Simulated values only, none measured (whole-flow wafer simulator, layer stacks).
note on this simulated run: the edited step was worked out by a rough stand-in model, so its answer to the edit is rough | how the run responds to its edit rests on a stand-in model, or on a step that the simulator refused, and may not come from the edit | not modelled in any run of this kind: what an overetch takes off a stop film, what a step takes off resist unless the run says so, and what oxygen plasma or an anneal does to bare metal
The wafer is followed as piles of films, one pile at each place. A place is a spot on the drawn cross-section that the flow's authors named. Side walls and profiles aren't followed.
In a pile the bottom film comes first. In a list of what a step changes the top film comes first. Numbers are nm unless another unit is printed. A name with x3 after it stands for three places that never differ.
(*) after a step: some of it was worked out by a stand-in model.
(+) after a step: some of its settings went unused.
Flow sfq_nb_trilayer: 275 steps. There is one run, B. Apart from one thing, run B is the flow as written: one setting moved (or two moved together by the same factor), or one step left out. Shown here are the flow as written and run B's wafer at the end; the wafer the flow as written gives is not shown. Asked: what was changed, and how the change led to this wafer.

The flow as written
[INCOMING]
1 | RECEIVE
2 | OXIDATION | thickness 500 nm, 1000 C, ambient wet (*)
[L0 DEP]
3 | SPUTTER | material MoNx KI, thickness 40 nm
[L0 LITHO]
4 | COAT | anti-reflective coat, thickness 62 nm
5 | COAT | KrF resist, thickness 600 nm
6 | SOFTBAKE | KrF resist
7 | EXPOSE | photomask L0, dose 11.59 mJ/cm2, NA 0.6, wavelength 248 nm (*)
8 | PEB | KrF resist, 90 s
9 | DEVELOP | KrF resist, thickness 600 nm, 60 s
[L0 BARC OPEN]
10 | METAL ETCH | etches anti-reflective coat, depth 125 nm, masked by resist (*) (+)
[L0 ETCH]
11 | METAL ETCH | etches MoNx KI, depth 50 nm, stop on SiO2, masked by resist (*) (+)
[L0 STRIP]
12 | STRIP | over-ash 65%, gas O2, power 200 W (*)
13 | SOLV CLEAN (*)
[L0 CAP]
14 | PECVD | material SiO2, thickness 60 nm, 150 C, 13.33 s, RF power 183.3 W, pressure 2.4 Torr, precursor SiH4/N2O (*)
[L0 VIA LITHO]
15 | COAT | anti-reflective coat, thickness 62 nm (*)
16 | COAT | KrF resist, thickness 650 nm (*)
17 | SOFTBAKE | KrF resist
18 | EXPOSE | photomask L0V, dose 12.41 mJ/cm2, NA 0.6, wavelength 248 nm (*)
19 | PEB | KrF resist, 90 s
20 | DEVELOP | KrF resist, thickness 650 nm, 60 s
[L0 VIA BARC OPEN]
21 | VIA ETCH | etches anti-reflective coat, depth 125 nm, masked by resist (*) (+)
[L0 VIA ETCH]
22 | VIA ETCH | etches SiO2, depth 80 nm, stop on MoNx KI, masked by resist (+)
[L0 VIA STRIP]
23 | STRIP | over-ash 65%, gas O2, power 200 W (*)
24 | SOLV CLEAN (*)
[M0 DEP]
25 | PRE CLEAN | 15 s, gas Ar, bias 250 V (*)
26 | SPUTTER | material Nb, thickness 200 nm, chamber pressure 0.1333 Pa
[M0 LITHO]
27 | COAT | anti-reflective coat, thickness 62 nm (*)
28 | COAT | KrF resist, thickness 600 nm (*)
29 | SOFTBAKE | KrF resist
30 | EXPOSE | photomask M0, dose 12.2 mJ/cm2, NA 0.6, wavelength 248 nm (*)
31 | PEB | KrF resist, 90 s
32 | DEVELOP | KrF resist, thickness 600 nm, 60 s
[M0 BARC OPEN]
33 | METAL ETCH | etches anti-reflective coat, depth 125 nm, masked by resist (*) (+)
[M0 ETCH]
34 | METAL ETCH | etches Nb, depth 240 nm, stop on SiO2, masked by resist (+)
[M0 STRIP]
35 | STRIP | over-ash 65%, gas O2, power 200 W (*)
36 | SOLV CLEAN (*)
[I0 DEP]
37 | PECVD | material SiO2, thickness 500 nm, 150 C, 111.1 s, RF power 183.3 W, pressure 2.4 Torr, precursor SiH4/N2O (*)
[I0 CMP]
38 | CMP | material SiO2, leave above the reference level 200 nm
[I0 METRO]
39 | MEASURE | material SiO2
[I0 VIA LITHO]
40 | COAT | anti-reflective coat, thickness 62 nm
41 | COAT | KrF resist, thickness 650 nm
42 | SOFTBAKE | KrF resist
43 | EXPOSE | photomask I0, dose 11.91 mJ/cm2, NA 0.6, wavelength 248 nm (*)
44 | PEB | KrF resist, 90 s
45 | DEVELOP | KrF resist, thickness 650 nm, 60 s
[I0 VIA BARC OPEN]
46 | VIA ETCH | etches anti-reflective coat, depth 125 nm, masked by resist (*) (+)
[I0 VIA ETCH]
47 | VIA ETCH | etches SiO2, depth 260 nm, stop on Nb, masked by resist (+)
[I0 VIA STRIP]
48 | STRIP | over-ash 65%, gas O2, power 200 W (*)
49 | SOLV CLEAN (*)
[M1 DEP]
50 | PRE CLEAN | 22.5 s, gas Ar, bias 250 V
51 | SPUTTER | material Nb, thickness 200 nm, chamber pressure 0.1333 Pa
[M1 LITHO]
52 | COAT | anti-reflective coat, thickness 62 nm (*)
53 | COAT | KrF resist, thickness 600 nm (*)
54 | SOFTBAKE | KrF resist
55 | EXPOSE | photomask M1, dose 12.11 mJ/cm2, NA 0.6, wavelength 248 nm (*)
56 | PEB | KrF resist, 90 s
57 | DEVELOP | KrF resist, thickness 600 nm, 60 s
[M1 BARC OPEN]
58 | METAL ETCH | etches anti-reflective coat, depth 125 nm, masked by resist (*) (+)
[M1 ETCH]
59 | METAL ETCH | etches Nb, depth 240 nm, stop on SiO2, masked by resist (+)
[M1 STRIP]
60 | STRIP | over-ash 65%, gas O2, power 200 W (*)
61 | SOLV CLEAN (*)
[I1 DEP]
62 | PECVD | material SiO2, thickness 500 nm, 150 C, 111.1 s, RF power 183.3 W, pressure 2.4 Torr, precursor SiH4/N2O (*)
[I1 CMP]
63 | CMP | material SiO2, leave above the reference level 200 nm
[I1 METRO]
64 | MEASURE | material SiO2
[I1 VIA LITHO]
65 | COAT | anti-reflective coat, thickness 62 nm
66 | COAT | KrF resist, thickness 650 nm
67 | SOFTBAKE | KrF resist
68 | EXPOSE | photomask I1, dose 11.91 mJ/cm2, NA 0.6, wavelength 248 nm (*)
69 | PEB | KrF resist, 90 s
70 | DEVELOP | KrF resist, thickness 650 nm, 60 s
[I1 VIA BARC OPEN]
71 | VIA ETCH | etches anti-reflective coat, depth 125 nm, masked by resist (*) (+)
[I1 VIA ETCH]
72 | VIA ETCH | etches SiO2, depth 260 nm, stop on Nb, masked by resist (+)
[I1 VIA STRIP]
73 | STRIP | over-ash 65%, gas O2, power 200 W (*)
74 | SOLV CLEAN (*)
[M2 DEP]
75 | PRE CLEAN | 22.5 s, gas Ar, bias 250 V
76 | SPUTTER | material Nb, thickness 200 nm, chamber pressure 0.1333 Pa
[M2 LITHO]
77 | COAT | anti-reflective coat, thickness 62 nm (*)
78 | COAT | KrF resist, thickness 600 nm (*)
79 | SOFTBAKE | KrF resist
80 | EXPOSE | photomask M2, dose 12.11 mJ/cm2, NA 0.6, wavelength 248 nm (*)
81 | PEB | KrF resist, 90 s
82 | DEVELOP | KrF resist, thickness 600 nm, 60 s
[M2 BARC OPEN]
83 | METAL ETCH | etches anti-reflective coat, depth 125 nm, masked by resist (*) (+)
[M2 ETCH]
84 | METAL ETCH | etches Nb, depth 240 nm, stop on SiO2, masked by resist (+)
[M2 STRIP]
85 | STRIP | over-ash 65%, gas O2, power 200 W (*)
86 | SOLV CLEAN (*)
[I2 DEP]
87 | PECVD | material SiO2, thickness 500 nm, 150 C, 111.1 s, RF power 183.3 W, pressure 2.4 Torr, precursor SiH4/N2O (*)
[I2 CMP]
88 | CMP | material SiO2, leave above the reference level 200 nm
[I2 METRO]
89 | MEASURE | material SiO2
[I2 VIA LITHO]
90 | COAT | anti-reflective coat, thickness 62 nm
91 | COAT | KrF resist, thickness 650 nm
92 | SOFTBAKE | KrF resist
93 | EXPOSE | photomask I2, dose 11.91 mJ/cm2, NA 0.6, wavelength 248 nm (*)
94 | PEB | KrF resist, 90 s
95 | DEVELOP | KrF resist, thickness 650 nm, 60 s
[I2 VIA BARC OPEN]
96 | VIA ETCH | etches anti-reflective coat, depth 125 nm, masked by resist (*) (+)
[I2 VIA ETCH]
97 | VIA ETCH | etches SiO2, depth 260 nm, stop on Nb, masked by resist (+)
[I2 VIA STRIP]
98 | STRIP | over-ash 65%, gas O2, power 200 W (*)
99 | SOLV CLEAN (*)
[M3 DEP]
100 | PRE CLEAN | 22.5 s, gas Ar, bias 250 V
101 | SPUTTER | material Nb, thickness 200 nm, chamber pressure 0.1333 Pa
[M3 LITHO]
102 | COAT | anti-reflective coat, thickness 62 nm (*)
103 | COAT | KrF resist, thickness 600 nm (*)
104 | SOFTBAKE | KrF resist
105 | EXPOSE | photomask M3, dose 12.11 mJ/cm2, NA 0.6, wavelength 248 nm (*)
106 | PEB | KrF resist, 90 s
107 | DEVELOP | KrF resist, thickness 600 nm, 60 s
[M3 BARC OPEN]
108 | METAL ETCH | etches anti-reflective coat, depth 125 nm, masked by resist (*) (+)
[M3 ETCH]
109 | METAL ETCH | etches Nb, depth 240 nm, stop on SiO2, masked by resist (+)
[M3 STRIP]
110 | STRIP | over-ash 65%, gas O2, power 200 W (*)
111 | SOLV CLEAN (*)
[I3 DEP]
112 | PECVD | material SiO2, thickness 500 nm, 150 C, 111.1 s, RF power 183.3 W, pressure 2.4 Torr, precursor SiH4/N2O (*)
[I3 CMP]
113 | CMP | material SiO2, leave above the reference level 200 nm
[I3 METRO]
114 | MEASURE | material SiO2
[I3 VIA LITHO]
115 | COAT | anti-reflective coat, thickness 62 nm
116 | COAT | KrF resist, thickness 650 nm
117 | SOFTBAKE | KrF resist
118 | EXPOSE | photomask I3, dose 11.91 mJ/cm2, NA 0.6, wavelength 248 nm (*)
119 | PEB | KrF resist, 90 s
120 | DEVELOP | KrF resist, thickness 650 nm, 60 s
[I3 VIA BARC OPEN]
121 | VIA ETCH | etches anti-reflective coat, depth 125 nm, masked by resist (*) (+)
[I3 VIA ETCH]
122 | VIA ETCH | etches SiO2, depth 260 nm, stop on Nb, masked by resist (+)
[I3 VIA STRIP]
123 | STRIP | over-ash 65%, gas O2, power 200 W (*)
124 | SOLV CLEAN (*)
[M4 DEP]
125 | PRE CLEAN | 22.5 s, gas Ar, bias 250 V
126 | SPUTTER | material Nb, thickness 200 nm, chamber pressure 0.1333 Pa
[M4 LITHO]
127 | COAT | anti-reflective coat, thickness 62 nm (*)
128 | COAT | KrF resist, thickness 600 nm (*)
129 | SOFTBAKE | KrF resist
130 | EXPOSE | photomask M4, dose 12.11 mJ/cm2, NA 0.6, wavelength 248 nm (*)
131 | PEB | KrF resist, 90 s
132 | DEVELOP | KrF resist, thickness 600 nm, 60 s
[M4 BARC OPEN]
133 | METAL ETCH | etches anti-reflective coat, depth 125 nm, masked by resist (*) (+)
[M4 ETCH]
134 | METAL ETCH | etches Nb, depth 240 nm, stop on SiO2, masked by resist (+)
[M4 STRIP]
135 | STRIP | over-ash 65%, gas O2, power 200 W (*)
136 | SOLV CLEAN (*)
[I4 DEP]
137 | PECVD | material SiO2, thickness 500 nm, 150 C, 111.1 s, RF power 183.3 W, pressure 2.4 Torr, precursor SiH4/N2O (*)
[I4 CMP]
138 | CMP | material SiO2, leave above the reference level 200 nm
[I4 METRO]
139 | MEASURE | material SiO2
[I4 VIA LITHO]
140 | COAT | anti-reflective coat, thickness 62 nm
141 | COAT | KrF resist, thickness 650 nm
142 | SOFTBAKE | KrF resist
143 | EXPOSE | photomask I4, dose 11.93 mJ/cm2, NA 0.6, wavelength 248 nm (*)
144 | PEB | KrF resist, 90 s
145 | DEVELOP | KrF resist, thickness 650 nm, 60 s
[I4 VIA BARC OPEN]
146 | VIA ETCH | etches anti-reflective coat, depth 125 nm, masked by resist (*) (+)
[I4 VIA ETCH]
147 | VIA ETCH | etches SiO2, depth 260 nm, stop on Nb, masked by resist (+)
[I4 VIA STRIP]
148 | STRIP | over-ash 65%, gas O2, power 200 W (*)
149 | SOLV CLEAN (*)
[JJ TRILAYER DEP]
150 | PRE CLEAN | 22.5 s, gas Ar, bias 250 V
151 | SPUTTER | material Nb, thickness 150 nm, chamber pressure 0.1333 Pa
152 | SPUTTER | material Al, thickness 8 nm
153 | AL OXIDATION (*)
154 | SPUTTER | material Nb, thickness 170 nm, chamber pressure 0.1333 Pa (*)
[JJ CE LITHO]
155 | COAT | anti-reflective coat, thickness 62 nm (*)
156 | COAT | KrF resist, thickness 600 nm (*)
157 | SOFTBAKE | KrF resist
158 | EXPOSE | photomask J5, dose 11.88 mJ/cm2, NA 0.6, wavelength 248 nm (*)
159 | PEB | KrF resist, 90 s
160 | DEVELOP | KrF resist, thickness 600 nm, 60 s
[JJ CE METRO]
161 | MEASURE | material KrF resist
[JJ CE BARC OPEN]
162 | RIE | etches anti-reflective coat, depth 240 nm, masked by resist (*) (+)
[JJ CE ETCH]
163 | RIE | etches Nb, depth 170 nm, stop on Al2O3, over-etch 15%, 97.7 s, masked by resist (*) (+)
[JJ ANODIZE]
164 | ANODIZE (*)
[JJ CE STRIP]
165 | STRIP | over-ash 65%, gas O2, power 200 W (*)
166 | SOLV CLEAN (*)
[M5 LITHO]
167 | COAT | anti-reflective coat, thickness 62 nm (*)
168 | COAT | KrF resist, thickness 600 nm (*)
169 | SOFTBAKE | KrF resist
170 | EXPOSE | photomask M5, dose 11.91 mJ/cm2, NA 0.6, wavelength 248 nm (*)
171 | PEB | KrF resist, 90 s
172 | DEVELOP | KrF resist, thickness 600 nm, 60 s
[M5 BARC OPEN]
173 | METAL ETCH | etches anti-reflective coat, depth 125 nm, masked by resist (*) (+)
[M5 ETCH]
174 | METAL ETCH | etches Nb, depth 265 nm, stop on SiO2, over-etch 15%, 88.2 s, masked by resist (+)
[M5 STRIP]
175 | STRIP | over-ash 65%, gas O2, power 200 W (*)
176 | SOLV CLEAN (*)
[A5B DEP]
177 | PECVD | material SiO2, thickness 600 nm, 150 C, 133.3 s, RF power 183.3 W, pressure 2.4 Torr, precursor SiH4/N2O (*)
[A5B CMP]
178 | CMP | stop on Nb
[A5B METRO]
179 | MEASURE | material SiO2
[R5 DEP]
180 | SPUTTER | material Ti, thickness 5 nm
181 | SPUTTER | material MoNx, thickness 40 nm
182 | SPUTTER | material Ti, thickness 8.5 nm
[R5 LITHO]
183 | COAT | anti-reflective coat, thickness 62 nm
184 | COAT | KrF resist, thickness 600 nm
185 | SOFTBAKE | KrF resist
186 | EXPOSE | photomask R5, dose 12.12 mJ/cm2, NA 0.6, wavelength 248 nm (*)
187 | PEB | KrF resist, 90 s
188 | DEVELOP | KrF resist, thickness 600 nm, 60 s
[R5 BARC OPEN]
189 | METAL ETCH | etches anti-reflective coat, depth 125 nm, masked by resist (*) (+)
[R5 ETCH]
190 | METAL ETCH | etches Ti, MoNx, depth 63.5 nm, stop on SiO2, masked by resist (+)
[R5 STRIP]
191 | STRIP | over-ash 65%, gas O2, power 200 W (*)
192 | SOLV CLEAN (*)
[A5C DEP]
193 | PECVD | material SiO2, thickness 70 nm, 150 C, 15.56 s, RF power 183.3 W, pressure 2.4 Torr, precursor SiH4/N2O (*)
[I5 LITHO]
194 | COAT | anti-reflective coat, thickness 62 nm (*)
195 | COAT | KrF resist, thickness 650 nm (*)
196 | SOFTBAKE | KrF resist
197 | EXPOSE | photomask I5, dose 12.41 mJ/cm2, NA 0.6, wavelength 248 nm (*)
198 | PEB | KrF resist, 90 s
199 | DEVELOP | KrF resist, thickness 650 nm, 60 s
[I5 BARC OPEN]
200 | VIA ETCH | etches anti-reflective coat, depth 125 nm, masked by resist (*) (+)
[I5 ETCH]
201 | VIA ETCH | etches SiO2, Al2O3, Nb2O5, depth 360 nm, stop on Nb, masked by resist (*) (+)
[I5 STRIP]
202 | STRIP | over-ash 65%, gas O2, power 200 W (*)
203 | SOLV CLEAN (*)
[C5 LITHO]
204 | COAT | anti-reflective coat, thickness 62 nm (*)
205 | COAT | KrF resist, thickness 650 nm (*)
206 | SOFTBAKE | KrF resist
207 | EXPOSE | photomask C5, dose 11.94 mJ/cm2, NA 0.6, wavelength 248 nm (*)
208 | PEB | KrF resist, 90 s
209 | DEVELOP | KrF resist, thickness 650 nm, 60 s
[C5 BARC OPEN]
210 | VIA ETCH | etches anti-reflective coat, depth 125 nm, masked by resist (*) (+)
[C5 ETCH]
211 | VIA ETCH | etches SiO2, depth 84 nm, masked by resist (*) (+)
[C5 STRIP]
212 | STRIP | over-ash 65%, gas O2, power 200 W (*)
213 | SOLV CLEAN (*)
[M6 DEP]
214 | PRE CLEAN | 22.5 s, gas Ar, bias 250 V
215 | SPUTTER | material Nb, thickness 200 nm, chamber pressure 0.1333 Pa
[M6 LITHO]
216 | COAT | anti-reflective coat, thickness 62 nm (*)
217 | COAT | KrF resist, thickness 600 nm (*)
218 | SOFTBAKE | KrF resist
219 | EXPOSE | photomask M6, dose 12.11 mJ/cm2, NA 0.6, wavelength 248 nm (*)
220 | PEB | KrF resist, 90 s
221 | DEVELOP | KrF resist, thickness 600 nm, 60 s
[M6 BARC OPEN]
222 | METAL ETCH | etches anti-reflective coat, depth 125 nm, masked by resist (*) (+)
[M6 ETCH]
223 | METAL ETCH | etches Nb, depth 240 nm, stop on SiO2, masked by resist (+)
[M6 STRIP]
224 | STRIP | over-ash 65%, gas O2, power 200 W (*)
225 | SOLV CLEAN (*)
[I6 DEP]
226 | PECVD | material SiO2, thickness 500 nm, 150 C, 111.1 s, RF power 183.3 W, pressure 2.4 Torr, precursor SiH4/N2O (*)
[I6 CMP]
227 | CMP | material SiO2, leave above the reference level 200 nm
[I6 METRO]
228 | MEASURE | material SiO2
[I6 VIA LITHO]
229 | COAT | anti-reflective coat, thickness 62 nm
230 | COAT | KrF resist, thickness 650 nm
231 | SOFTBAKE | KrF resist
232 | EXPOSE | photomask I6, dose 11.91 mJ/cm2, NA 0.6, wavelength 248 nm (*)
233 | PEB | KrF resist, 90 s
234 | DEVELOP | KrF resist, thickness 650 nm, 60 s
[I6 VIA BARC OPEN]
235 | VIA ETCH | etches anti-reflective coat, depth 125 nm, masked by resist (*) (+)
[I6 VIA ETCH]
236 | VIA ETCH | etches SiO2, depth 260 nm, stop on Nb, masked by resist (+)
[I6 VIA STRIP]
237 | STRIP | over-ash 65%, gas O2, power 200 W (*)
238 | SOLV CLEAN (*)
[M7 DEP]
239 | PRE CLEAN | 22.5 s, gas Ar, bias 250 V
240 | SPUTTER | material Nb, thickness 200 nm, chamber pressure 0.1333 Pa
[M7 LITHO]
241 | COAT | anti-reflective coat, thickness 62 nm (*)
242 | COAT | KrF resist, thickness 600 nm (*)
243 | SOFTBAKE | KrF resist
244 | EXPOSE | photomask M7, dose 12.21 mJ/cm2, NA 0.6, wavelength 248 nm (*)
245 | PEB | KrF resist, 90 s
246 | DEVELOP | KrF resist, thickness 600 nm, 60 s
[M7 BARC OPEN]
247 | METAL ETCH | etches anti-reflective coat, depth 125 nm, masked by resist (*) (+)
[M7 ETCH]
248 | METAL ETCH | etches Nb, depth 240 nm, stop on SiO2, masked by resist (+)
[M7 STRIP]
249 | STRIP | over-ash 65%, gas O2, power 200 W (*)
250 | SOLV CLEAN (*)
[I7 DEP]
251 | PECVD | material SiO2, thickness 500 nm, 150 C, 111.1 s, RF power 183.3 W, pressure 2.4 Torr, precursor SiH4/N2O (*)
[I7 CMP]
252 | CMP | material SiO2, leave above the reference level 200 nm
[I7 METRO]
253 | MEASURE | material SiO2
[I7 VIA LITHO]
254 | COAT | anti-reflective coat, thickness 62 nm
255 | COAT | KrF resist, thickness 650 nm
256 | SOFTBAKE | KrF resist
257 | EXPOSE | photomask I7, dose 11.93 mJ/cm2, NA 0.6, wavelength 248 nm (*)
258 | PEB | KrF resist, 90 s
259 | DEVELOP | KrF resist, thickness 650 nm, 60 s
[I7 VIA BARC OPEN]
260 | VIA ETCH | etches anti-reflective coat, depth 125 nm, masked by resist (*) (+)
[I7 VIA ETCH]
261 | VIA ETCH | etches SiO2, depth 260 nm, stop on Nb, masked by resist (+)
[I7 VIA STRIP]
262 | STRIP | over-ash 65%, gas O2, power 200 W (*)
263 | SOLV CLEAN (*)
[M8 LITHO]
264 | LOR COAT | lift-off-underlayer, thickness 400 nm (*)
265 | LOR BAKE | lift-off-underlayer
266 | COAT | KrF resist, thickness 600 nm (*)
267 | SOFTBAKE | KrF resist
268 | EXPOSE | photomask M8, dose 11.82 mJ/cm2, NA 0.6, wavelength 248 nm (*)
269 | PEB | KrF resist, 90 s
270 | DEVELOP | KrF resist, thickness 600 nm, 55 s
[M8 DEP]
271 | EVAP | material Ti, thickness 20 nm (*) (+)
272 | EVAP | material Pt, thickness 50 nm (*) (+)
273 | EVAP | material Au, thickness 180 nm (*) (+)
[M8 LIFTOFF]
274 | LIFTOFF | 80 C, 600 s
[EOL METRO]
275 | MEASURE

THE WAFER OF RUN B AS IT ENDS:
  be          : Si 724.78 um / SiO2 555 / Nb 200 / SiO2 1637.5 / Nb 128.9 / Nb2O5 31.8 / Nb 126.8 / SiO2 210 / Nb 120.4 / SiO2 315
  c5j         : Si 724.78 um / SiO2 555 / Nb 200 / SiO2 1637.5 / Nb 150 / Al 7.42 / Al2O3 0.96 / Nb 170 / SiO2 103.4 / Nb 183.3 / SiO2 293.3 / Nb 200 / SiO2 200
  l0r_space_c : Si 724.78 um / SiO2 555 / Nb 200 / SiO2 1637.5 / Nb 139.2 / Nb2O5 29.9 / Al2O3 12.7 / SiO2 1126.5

What caused this: step 137, PECVD: thickness 275 nm was run, whereas the flow has thickness 500 nm; step 137, PECVD: 61.11 s was run, where the flow has 111.1 s.

Step by step, how the change led to this:
  137 | PECVD | material SiO2, thickness 500 nm, 150 C, 111.1 s, RF power 183.3 W, pressure 2.4 Torr, precursor SiH4/N2O (*)
      field_l, be, be_sur and 55 more: SiO2 gains 275 (as written it would have been: SiO2 gains 500)
      v_sur, via_wl, via_w and 35 more: SiO2 gains 275 (new film) (as written it would have been: SiO2 gains 500 (new film))
      (also at 10 further places)
  138 | CMP | material SiO2, leave above the reference level 200 nm
      field_l, be, be_sur and 55 more: nothing (as written it would have been: SiO2 loses 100)
      p3_s0, p3_s1, p3_s2, p3_s3, p3_s4, p3_s5: nothing (as written it would have been: SiO2 loses 157.1)
      (also at 42 further places)
  140 | COAT | anti-reflective coat, thickness 62 nm
      jj_sur, ce_l, ce_r, sp_r, res, r_end, moat, l0r_line_r: anti-reflective coat gains 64 (new film) (as written it would have been: anti-reflective coat gains 62 (new film))
      p3_l1, p3_l2, p3_l3, p3_l4: anti-reflective coat gains 47.6 (new film) (as written it would have been: anti-reflective coat gains 62 (new film))
      (also at 76 further places)
  141 | COAT | KrF resist, thickness 650 nm
      m0r_line_l, m6r_line_l, m7r_line_l: KrF resist gains 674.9 (new film) (as written it would have been: KrF resist gains 650 (new film))
      m0r_space_l, m6r_space_l, m7r_space_l: KrF resist gains 665.1 (new film) (as written it would have been: KrF resist gains 650 (new film))
      (also at 73 further places)
  145 | DEVELOP | KrF resist, thickness 650 nm, 60 s
      via_wl: KrF resist loses 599 (all of it) (as written it would have been: KrF resist loses 648.6 (all of it))
      via_w: KrF resist loses 605 (all of it) (as written it would have been: KrF resist loses 648.6 (all of it))
      (also at 1 further place)
  146 | VIA ETCH | etches anti-reflective coat, depth 125 nm, masked by resist (*) (+)
      field_l, v_sur, via_sp and 100 more: KrF resist loses 43.7 (as written it would have been: KrF resist loses 51.7)
      via_wl: anti-reflective coat loses 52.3 (all of it), SiO2 loses 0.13 (as written it would have been: anti-reflective coat loses 62 (all of it), SiO2 loses 0.16)
      (also at 2 further places)
  148 | STRIP | over-ash 65%, gas O2, power 200 W (*)
      m0r_line_l, m6r_line_l, m7r_line_l: KrF resist loses 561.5 (all of it), anti-reflective coat loses 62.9 (all of it) (as written it would have been: KrF resist loses 528.6 (all of it), anti-reflective coat loses 62 (all of it))
      m0r_space_l, m6r_space_l, m7r_space_l: KrF resist loses 551.7 (all of it), anti-reflective coat loses 78.4 (all of it) (as written it would have been: KrF resist loses 528.6 (all of it), anti-reflective coat loses 62 (all of it))
      (also at 89 further places)
  151 | SPUTTER | material Nb, thickness 150 nm, chamber pressure 0.1333 Pa
      lsp_r, l0_sur, l0v: Nb gains 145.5 (new film) (as written it would have been: Nb gains 150 (new film))
      be, lsp_l: Nb gains 140.5 (new film) (as written it would have been: Nb gains 150 (new film))
      (also at 1 further place)
  152 | SPUTTER | material Al, thickness 8 nm
      be, lsp_l: Al gains 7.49 (new film) (as written it would have been: Al gains 8 (new film))
      via_v: Al gains 6.29 (new film) (as written it would have been: Al gains 8 (new film))
  154 | SPUTTER | material Nb, thickness 170 nm, chamber pressure 0.1333 Pa (*)
      lsp_r, l0_sur, l0v: Nb gains 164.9 (new film) (as written it would have been: Nb gains 170 (new film))
      be, lsp_l: Nb gains 158.4 (new film) (as written it would have been: Nb gains 170 (new film))
      (also at 1 further place)
  155 | COAT | anti-reflective coat, thickness 62 nm (*)
      p3_l1, p3_l2, p3_l3, p3_l4: anti-reflective coat gains 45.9 (new film) (as written it would have been: anti-reflective coat gains 62 (new film))
      p3_s0, p3_s1, p3_s2: anti-reflective coat gains 95.3 (new film) (as written it would have been: anti-reflective coat gains 62 (new film))
      (also at 86 further places)
  156 | COAT | KrF resist, thickness 600 nm (*)
      m0r_line_l, m6r_line_l, m7r_line_l: KrF resist gains 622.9 (new film) (as written it would have been: KrF resist gains 600 (new film))
      m0r_space_l, m6r_space_l, m7r_space_l: KrF resist gains 615.5 (new film) (as written it would have been: KrF resist gains 600 (new film))
      (also at 76 further places)
  160 | DEVELOP | KrF resist, thickness 600 nm, 60 s
      m0r_line_l, m6r_line_l, m7r_line_l: KrF resist loses 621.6 (all of it) (as written it would have been: KrF resist loses 598.7 (all of it))
      m0r_space_l, m6r_space_l, m7r_space_l: KrF resist loses 614.2 (all of it) (as written it would have been: KrF resist loses 598.7 (all of it))
      (also at 75 further places)
  162 | RIE | etches anti-reflective coat, depth 240 nm, masked by resist (*) (+)
      ce_l, c5j, ce_r, wl_jj: KrF resist loses 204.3 (as written it would have been: KrF resist loses 209.4)
      p3_l1, p3_l2, p3_l3, p3_l4: anti-reflective coat loses 45.9 (all of it) (as written it would have been: anti-reflective coat loses 62 (all of it))
      (also at 85 further places)
  163 | RIE | etches Nb, depth 170 nm, stop on Al2O3, over-etch 15%, 97.7 s, masked by resist (*) (+)
      be, lsp_l: Nb loses 158.4 (all of it), Al2O3 loses 0.96 (all of it) (as written it would have been: Nb loses 170 (all of it), Al2O3 loses 0.51)
      via_v: Nb loses 130.9 (all of it), Al2O3 loses 0.96 (all of it) (as written it would have been: Nb loses 170 (all of it), Al2O3 loses 0.51)
      (also at 3 further places)
  164 | ANODIZE (*)
      be, lsp_l: Al2O3 gains 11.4 (new film), Nb2O5 gains 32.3 (new film), Al loses 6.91 (all of it), Nb loses 11.6 (as written it would have been: Al2O3 gains 12.2, Nb2O5 gains 29.9 (new film), Al loses 7.42 (all of it), Nb loses 10.8)
      via_v: Al2O3 gains 9.43 (new film), Nb2O5 gains 35.8 (new film), Al loses 5.71 (all of it), Nb loses 12.9 (as written it would have been: Al2O3 gains 12.2, Nb2O5 gains 29.9 (new film), Al loses 7.42 (all of it), Nb loses 10.8)
      (also at 3 further places)
  ... 46 further steps ...
  274 | LIFTOFF | 80 C, 600 s
      be: Au loses 180 (all of it), Pt loses 50 (all of it), Ti loses 20 (all of it), KrF resist loses 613 (all of it), lift-off-underlayer loses 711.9 (all of it) (as written it would have been: Au loses 180 (all of it), Pt loses 50 (all of it), Ti loses 20 (all of it), KrF resist loses 572.1 (all of it), lift-off-underlayer loses 398.5 (all of it))
      be_sur: Au loses 180 (all of it), Pt loses 50 (all of it), Ti loses 20 (all of it), KrF resist loses 587 (all of it), lift-off-underlayer loses 366.8 (all of it) (as written it would have been: Au loses 180 (all of it), Pt loses 50 (all of it), Ti loses 20 (all of it), KrF resist loses 572.6 (all of it), lift-off-underlayer loses 398.9 (all of it))
      (also at 1 further place)
Taking metal films that touch as one body, be has 4 bodies (between them, from the top down: SiO2 210; Nb2O5 31.8; SiO2 1637.5); the flow as written gives 3 bodies (between them, from the top down: SiO2 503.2; SiO2 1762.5).
Taking metal films that touch as one body, c5j has 5 bodies (between them, from the top down: SiO2 293.3; SiO2 103.4; Al2O3 0.96; SiO2 1637.5); the flow as written gives 4 bodies (between them, from the top down: SiO2 284.2; Al2O3 0.96; SiO2 1762.5).
